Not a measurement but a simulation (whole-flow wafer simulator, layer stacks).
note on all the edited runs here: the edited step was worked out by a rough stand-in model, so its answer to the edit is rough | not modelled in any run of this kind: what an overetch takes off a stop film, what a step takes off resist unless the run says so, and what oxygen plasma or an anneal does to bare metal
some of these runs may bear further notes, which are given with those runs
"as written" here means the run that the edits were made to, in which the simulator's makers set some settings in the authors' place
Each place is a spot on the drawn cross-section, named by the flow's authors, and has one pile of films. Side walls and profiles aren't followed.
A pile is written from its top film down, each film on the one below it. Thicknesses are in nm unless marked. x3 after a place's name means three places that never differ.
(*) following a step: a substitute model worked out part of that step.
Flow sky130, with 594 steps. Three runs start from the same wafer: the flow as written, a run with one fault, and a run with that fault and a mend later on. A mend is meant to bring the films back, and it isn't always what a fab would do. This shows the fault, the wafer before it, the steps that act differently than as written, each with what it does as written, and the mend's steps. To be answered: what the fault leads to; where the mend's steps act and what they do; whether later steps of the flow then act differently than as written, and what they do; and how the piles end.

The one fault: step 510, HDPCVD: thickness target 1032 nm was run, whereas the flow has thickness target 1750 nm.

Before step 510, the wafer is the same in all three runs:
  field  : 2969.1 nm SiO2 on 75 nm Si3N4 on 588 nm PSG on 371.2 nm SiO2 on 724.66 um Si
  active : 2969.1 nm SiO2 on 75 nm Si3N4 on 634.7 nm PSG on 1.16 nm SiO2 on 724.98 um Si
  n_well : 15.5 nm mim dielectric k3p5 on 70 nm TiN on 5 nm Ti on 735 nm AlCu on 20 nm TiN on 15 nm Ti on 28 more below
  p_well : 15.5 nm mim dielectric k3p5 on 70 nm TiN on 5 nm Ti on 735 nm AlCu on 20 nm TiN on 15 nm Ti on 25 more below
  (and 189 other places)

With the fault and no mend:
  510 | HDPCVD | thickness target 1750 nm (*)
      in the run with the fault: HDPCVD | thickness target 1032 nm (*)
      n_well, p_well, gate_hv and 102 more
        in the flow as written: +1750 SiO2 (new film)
        in the run with the fault: +1032 SiO2 (new film)
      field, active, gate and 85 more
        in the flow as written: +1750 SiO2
        in the run with the fault: +1032 SiO2
  Later steps of the flow acting differently than as written (22 more steps, not shown, differ only slightly: by at most 2% or 0.5 nm, whichever is larger):
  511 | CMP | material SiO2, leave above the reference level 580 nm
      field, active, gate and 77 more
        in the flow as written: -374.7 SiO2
        in the run with the fault: nothing
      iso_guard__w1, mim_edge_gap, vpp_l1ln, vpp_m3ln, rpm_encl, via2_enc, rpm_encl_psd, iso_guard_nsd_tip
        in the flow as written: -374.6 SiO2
        in the run with the fault: nothing
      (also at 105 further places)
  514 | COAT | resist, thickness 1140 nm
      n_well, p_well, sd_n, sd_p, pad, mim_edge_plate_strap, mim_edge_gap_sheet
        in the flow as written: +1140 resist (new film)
        in the run with the fault: +798.8 resist (new film)
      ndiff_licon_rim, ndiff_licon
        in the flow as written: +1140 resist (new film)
        in the run with the fault: +974 resist (new film)
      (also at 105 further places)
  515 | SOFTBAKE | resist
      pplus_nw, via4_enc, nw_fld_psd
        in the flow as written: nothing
        in the run with the fault: -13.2 resist
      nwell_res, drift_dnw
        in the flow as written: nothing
        in the run with the fault: -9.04 resist
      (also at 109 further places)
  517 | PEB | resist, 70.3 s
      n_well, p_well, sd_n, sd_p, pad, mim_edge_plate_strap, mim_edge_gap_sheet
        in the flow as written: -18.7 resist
        in the run with the fault: -12 resist
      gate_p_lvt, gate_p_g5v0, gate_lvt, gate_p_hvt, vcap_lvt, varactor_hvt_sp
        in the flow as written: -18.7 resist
        in the run with the fault: -15.2 resist
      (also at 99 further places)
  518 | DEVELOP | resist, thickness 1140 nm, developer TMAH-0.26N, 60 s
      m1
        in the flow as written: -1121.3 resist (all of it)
        in the run with the fault: -896.8 resist (all of it)
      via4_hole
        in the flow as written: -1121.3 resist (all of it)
        in the run with the fault: -866 resist (all of it)
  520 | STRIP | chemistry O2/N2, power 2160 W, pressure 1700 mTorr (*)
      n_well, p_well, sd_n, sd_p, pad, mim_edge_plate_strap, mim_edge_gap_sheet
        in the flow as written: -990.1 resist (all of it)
        in the run with the fault: -655.6 resist (all of it)
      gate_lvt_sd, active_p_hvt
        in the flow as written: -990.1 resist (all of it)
        in the run with the fault: -1040.7 resist (all of it)
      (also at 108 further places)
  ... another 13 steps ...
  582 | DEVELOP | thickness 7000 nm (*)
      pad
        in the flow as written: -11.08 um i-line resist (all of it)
        in the run with the fault: -11.1 um i-line resist (all of it)
  The piles end different from the flow's at field, active, gate and 87 more by more than 2% or 0.5 nm, whichever is larger.
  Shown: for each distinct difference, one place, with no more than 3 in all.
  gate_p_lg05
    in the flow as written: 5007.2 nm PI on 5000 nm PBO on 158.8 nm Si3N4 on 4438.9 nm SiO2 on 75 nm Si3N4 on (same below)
    in the run with the fault: 5005.1 nm PI on 5000 nm PBO on 158.8 nm Si3N4 on 125.2 nm SiO2 on 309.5 nm W on 20 nm TiN on 4001.1 nm SiO2 on 75 nm Si3N4 on (same below)
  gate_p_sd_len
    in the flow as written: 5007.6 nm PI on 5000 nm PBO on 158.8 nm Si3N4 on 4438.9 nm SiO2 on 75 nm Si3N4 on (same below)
    in the run with the fault: 5005.1 nm PI on 5000 nm PBO on 158.8 nm Si3N4 on 125.2 nm SiO2 on 309.5 nm W on 20 nm TiN on 4001.1 nm SiO2 on 75 nm Si3N4 on (same below)
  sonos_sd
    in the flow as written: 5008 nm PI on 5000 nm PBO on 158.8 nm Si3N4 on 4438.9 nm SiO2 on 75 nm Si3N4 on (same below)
    in the run with the fault: 5001.8 nm PI on 5000 nm PBO on 158.8 nm Si3N4 on 125.2 nm SiO2 on 309.5 nm W on 20 nm TiN on 4001.1 nm SiO2 on 75 nm Si3N4 on (same below)

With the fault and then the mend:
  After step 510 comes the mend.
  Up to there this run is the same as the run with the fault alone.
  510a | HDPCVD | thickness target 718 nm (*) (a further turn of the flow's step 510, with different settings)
      field, active, n_well and 190 more
        +718 SiO2
  None of the later steps of the flow acts differently than as written at any place that is followed.
  At every place that both follow, the piles at the end match the flow's.
